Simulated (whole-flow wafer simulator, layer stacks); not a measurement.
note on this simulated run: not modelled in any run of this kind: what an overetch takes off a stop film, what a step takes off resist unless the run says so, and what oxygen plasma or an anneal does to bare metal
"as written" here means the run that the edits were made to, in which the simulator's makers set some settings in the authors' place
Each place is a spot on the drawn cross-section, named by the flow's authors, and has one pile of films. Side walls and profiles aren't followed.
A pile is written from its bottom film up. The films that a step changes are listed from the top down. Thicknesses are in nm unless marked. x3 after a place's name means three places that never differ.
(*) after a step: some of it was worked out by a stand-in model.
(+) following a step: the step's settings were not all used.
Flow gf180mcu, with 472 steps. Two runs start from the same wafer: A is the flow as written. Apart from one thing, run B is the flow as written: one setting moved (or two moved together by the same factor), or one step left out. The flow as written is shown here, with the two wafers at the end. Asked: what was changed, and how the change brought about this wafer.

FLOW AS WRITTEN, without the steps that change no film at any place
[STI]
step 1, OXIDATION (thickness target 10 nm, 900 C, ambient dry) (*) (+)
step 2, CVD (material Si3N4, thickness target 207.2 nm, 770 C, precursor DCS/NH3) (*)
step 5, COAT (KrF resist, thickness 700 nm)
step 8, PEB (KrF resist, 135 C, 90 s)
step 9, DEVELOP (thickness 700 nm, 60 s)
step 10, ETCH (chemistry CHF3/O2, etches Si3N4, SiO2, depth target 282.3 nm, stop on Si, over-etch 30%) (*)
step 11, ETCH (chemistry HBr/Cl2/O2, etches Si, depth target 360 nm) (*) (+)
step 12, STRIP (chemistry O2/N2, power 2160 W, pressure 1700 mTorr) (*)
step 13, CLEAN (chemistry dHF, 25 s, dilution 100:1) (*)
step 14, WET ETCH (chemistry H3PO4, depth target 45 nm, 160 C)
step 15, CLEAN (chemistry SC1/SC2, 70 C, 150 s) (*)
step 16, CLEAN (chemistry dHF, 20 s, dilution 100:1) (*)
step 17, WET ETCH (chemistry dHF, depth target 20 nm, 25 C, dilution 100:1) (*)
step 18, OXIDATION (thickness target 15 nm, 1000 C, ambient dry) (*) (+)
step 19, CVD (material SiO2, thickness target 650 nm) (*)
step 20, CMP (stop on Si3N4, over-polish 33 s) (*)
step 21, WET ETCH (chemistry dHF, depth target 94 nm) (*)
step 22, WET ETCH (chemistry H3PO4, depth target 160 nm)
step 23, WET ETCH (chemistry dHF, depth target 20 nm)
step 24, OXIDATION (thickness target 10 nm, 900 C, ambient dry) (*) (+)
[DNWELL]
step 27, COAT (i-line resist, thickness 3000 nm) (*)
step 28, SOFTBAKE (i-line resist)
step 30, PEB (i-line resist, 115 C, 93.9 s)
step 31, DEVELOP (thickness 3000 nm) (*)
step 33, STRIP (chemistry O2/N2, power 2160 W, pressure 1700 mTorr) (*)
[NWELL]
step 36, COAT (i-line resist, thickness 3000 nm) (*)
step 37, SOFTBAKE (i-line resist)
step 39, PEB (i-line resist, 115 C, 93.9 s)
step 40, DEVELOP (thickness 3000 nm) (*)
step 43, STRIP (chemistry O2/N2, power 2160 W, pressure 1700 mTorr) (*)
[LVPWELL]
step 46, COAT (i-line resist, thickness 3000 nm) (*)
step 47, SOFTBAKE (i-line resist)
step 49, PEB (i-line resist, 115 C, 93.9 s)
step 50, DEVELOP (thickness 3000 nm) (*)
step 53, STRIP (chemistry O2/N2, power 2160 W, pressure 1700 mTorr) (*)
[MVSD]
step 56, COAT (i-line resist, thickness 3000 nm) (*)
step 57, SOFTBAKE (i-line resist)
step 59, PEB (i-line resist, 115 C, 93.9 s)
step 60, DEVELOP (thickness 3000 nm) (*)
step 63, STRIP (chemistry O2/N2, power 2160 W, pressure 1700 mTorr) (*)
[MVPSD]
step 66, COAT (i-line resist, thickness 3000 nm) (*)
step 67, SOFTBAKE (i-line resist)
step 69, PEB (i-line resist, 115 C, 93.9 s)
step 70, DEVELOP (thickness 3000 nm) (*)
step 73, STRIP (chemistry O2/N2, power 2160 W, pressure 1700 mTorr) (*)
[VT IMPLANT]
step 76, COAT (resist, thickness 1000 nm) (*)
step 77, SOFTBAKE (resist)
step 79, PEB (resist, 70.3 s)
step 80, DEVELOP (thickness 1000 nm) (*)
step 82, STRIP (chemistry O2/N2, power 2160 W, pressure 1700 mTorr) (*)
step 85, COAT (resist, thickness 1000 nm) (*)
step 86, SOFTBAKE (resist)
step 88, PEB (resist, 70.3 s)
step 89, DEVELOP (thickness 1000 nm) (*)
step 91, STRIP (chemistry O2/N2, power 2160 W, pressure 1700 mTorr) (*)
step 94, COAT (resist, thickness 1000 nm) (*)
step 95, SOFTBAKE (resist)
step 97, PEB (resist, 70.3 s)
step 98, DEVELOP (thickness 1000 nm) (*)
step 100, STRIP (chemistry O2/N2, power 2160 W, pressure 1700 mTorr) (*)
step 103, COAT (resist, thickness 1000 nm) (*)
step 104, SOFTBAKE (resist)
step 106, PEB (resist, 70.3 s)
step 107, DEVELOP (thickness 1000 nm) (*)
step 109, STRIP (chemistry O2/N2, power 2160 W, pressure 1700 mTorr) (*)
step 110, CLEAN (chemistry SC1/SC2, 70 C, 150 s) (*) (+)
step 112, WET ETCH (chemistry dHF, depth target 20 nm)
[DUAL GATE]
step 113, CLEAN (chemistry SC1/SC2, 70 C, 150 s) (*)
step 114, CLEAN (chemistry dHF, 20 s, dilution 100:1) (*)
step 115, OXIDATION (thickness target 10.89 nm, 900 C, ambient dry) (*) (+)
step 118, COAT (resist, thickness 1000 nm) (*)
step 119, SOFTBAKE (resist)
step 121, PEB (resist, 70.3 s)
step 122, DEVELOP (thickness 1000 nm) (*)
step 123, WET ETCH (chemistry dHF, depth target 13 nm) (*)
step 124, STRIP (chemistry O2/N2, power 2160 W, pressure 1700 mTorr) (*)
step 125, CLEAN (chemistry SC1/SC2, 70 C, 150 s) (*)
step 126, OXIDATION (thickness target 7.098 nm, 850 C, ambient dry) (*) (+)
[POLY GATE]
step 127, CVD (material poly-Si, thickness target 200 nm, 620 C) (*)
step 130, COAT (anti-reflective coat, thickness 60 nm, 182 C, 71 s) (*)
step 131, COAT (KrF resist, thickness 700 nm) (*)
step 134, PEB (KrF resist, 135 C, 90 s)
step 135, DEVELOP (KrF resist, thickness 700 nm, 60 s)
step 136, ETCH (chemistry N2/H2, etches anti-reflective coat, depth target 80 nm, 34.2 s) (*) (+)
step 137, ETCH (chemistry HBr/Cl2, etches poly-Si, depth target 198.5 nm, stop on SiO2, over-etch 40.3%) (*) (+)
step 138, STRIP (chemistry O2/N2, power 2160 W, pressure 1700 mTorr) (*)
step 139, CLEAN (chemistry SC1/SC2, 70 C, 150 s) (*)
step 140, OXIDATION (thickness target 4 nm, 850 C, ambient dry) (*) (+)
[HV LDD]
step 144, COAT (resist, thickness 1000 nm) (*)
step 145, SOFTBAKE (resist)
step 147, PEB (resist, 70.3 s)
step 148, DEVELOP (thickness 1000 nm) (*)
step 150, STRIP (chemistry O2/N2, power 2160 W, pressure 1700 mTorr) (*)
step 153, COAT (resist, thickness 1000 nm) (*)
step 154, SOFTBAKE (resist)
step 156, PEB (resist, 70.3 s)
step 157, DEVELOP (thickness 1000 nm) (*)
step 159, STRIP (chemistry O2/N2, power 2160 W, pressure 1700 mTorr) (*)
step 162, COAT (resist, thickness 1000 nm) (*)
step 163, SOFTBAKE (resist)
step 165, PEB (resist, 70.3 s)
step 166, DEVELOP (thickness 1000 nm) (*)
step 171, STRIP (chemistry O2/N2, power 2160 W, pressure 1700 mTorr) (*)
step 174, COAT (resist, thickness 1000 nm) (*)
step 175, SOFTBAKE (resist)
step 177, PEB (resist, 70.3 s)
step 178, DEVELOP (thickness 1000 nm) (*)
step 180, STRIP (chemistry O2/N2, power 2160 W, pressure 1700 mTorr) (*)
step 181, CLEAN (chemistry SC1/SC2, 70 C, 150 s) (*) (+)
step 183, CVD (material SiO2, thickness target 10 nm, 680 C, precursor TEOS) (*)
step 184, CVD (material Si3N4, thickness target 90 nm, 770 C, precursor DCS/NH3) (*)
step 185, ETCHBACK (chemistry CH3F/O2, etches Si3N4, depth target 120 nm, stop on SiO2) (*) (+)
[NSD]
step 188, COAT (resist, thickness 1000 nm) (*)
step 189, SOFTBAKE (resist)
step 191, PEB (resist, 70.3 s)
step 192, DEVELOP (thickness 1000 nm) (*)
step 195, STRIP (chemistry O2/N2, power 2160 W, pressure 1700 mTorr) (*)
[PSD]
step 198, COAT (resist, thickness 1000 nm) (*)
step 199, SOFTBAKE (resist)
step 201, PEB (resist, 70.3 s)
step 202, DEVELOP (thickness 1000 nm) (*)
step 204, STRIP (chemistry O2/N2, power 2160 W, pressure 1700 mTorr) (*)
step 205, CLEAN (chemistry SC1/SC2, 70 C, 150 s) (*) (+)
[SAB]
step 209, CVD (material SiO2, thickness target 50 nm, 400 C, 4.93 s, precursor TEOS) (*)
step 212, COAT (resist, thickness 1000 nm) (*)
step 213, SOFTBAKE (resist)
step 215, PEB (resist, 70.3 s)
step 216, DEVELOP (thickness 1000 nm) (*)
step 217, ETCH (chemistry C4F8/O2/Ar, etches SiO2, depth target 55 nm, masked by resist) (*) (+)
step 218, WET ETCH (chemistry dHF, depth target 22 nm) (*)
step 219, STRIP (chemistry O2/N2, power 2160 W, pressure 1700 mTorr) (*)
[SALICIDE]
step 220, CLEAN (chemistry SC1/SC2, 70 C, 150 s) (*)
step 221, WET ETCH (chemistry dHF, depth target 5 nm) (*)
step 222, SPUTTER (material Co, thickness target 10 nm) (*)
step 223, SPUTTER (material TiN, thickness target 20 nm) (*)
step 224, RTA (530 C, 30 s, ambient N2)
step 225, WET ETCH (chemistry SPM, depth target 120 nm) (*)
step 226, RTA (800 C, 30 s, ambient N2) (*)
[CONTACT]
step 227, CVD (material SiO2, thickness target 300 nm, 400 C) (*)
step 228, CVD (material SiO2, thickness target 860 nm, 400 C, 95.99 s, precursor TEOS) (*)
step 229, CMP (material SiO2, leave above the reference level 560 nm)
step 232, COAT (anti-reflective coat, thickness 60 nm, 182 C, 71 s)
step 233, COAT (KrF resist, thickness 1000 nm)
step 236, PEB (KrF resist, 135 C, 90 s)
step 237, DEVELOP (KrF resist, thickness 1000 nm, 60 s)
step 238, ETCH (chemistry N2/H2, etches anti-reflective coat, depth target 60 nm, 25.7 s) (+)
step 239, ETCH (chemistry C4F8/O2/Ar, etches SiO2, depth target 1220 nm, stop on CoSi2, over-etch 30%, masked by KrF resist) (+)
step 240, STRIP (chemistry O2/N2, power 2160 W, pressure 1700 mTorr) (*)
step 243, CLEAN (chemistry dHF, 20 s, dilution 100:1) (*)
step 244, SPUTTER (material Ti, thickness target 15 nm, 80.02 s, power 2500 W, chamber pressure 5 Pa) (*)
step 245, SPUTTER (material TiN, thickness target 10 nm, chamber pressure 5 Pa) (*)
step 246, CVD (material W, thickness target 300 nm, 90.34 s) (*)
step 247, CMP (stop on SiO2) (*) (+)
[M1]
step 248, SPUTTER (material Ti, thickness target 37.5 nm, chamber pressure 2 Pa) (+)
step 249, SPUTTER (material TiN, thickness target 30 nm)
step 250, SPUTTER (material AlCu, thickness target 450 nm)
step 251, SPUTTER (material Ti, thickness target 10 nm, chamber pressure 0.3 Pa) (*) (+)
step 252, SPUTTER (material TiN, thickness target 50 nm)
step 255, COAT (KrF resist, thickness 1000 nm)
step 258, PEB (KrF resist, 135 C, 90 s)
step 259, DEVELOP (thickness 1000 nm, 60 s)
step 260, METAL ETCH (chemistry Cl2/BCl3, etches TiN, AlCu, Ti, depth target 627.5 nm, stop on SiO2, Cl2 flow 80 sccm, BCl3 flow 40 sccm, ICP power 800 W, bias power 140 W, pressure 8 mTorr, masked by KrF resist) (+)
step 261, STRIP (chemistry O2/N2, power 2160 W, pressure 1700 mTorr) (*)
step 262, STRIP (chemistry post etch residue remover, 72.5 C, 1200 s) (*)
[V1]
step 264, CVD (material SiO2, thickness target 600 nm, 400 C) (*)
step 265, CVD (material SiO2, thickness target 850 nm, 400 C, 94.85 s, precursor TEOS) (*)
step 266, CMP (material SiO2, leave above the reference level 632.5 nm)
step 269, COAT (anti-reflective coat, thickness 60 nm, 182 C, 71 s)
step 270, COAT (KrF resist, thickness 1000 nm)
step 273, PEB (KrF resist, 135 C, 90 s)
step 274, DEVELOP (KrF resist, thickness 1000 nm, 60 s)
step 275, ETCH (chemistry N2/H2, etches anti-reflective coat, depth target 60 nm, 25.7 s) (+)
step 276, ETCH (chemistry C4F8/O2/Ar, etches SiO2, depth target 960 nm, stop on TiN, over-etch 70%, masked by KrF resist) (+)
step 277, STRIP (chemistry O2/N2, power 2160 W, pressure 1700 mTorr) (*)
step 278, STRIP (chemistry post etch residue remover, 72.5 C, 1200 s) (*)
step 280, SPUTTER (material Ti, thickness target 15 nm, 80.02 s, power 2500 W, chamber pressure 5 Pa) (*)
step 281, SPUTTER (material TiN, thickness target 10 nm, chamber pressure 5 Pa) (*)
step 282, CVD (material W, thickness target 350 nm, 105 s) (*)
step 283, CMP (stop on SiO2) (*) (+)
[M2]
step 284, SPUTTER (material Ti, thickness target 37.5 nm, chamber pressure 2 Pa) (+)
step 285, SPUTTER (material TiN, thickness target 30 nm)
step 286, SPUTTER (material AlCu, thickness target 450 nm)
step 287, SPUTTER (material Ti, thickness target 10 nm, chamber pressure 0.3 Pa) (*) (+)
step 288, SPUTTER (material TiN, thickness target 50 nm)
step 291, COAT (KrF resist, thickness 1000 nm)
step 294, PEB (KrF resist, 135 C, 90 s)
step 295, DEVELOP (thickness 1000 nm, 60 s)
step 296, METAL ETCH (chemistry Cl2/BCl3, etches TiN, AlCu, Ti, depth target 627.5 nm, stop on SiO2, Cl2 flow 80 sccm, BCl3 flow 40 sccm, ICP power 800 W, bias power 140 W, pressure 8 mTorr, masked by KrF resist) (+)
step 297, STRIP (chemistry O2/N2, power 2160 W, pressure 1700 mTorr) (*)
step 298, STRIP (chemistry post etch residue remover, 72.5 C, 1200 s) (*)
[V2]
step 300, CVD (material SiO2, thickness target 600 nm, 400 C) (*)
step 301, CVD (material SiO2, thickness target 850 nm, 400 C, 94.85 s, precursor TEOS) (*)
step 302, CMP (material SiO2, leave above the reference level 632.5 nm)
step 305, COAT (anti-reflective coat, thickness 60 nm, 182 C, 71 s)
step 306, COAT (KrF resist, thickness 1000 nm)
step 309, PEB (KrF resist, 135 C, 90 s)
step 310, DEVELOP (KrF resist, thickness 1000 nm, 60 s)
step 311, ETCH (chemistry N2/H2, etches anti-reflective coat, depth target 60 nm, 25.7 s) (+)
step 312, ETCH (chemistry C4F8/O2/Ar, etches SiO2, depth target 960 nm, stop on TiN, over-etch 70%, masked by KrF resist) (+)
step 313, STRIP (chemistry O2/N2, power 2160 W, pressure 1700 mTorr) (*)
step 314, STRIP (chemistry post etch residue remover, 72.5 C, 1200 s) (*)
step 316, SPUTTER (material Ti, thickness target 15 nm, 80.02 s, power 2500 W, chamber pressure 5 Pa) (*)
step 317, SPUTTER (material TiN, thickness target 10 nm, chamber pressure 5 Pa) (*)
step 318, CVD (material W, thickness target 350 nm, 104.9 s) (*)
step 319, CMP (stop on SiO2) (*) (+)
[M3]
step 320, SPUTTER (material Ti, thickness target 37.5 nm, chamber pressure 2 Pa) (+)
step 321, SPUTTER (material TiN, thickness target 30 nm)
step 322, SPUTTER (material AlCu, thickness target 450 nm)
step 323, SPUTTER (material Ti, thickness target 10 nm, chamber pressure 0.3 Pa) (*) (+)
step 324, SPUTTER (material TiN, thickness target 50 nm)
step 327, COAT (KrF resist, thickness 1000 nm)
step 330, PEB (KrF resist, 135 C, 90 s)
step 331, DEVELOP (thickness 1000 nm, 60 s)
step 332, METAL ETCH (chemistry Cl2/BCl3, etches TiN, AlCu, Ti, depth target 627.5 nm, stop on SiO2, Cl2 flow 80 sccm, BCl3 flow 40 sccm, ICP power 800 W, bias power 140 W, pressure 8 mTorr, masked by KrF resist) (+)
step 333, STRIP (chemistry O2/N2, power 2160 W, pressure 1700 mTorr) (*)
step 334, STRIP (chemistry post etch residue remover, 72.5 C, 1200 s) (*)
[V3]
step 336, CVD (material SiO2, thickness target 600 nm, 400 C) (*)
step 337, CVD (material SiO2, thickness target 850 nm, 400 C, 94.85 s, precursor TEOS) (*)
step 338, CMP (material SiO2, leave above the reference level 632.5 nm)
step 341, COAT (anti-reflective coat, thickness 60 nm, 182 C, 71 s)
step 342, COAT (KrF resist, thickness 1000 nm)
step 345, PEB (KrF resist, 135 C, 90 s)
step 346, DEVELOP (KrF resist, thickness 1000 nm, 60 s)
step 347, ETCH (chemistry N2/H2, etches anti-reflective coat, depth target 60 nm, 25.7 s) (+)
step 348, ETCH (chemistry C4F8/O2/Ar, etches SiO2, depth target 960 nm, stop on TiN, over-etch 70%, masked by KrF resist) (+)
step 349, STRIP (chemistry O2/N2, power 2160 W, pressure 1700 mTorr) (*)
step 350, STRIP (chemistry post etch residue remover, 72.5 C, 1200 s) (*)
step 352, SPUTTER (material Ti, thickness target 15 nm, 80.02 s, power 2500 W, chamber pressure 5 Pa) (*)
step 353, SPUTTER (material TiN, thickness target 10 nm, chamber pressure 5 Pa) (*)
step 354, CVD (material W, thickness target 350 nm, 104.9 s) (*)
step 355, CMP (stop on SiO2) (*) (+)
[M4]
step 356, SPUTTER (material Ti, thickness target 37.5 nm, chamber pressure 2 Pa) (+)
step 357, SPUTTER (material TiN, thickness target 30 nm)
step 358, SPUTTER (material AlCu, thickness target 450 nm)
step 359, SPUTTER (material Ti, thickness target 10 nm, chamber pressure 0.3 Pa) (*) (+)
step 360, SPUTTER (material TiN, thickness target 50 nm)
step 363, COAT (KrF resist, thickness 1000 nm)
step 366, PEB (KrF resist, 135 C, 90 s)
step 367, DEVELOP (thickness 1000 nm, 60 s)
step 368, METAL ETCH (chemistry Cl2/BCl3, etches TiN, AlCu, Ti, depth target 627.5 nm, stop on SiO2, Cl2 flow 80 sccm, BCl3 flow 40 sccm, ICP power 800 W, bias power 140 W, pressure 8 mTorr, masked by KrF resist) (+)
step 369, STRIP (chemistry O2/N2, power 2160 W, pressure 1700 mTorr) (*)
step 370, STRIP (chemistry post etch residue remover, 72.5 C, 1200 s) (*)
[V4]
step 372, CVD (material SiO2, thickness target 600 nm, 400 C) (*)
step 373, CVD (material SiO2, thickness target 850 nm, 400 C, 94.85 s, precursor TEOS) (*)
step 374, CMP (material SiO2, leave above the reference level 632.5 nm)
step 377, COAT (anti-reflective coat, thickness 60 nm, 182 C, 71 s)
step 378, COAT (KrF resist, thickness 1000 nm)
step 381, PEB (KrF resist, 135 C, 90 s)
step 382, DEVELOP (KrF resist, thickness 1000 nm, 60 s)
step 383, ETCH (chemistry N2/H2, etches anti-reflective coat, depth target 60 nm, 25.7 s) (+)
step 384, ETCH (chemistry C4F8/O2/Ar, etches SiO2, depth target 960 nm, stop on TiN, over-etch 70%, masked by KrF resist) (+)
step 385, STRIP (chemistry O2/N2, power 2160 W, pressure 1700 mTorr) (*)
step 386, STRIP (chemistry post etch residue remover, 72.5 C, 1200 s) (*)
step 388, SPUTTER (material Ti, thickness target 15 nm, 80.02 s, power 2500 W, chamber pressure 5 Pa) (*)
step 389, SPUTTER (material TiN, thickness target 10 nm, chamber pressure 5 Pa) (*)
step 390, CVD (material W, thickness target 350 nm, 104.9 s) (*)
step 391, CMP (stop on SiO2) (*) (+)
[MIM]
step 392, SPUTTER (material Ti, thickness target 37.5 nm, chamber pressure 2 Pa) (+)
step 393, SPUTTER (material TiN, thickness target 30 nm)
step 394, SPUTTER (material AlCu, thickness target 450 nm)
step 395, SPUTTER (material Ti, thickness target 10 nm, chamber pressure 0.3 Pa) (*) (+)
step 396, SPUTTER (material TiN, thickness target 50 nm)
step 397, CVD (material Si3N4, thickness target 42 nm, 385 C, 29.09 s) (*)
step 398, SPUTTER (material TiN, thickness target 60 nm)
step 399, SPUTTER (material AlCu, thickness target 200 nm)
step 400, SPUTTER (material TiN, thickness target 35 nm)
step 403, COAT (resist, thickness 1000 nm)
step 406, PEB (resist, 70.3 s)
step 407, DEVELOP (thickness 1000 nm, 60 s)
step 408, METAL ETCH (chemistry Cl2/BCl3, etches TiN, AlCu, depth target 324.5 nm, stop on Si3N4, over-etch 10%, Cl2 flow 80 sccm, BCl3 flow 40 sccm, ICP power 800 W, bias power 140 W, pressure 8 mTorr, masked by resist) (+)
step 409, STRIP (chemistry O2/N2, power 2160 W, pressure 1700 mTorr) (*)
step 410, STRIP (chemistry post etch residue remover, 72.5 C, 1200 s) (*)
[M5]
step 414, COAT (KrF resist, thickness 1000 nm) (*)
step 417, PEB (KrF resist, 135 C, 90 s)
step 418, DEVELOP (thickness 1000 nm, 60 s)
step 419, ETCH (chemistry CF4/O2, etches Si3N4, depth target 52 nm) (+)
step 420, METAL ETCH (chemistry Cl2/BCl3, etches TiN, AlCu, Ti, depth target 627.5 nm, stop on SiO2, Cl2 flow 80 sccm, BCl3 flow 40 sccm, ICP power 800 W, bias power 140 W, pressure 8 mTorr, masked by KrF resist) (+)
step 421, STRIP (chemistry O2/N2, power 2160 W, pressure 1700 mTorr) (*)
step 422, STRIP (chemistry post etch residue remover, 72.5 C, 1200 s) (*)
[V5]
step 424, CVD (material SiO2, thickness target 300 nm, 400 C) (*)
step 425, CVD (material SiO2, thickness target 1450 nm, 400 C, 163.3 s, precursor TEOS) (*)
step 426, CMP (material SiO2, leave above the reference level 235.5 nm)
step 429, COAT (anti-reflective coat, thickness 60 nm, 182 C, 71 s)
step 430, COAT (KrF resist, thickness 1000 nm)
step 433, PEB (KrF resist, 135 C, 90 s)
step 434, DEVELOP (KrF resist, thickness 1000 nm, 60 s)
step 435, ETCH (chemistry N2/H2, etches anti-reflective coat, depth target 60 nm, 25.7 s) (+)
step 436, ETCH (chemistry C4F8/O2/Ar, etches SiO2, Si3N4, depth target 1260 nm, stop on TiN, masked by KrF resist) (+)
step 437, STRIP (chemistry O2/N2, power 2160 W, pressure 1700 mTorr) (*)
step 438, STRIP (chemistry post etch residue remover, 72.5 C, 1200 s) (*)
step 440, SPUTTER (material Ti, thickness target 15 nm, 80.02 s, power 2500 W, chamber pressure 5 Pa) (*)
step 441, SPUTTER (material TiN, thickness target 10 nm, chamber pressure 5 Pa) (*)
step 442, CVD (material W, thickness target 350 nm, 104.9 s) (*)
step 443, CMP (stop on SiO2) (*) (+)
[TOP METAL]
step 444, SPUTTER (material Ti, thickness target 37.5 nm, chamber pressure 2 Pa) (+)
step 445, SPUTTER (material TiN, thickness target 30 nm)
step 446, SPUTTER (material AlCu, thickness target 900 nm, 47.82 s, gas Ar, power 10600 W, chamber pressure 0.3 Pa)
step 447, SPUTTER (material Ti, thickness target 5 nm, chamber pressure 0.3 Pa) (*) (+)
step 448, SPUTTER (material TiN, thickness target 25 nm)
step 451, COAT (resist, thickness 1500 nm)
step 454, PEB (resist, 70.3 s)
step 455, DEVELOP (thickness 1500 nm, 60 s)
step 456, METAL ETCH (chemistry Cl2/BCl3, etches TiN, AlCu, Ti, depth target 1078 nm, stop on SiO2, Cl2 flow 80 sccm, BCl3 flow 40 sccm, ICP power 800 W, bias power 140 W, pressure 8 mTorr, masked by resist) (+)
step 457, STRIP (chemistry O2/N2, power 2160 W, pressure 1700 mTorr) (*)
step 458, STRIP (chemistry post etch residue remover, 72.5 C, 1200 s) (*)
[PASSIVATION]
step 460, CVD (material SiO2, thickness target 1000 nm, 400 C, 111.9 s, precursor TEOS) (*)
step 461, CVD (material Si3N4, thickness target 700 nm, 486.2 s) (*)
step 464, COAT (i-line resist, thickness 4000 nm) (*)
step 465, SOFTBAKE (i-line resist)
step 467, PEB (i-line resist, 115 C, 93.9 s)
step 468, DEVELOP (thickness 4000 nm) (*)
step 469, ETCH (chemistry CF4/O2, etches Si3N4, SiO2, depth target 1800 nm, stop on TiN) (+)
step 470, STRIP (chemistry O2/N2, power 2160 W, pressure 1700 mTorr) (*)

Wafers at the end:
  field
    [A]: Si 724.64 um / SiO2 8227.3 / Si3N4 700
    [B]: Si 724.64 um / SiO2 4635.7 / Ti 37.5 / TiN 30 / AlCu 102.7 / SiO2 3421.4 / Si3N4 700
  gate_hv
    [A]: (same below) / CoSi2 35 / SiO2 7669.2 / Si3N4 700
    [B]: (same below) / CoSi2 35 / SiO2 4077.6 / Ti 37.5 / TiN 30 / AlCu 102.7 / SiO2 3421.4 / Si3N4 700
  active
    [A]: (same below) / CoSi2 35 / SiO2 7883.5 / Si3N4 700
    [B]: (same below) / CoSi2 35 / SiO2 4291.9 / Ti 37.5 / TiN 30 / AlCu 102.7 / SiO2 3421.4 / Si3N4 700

What caused this: step 368, METAL ETCH: depth target 401.6 nm was run, whereas the flow has depth target 627.5 nm.

Step by step, how the change led to this:
  step 368, METAL ETCH (chemistry Cl2/BCl3, etches TiN, AlCu, Ti, depth target 627.5 nm, stop on SiO2, Cl2 flow 80 sccm, BCl3 flow 40 sccm, ICP power 800 W, bias power 140 W, pressure 8 mTorr, masked by KrF resist) (+)
      field, field__w1, field__w2 and 103 more: A TiN loses 50 (all of it), Ti loses 10 (all of it), AlCu loses 450 (all of it), TiN loses 30 (all of it), Ti loses 37.5 (all of it) | B TiN loses 50 (all of it), Ti loses 10 (all of it), AlCu loses 341.6
      field__w8, contact, m1, m1__w1, m1_nw: A KrF resist loses 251 | B KrF resist loses 160.6
  step 369, STRIP (chemistry O2/N2, power 2160 W, pressure 1700 mTorr) (*)
      field__w8, contact, m1, m1__w1, m1_nw: A KrF resist loses 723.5 (all of it) | B KrF resist loses 813.9 (all of it)
  step 370, STRIP (chemistry post etch residue remover, 72.5 C, 1200 s) (*)
      field, field__w1, field__w2 and 103 more: A nothing | B AlCu loses 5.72
  step 372, CVD (material SiO2, thickness target 600 nm, 400 C) (*)
      field, field__w1, field__w2 and 103 more: A SiO2 gains 600 | B SiO2 gains 600 (new film)
  step 374, CMP (material SiO2, leave above the reference level 632.5 nm)
      field, field__w1, field__w2 and 103 more: A SiO2 loses 300 | B SiO2 loses 470.2
Taking metal films that touch as one body, field has 1 body; the flow as written gives 0 bodies.
Taking metal films that touch as one body, gate_hv has 2 bodies (between them, from the top down: SiO2 4077.6); the flow as written gives 1 body.
Taking metal films that touch as one body, active has 2 bodies (between them, from the top down: SiO2 4291.9); the flow as written gives 1 body.
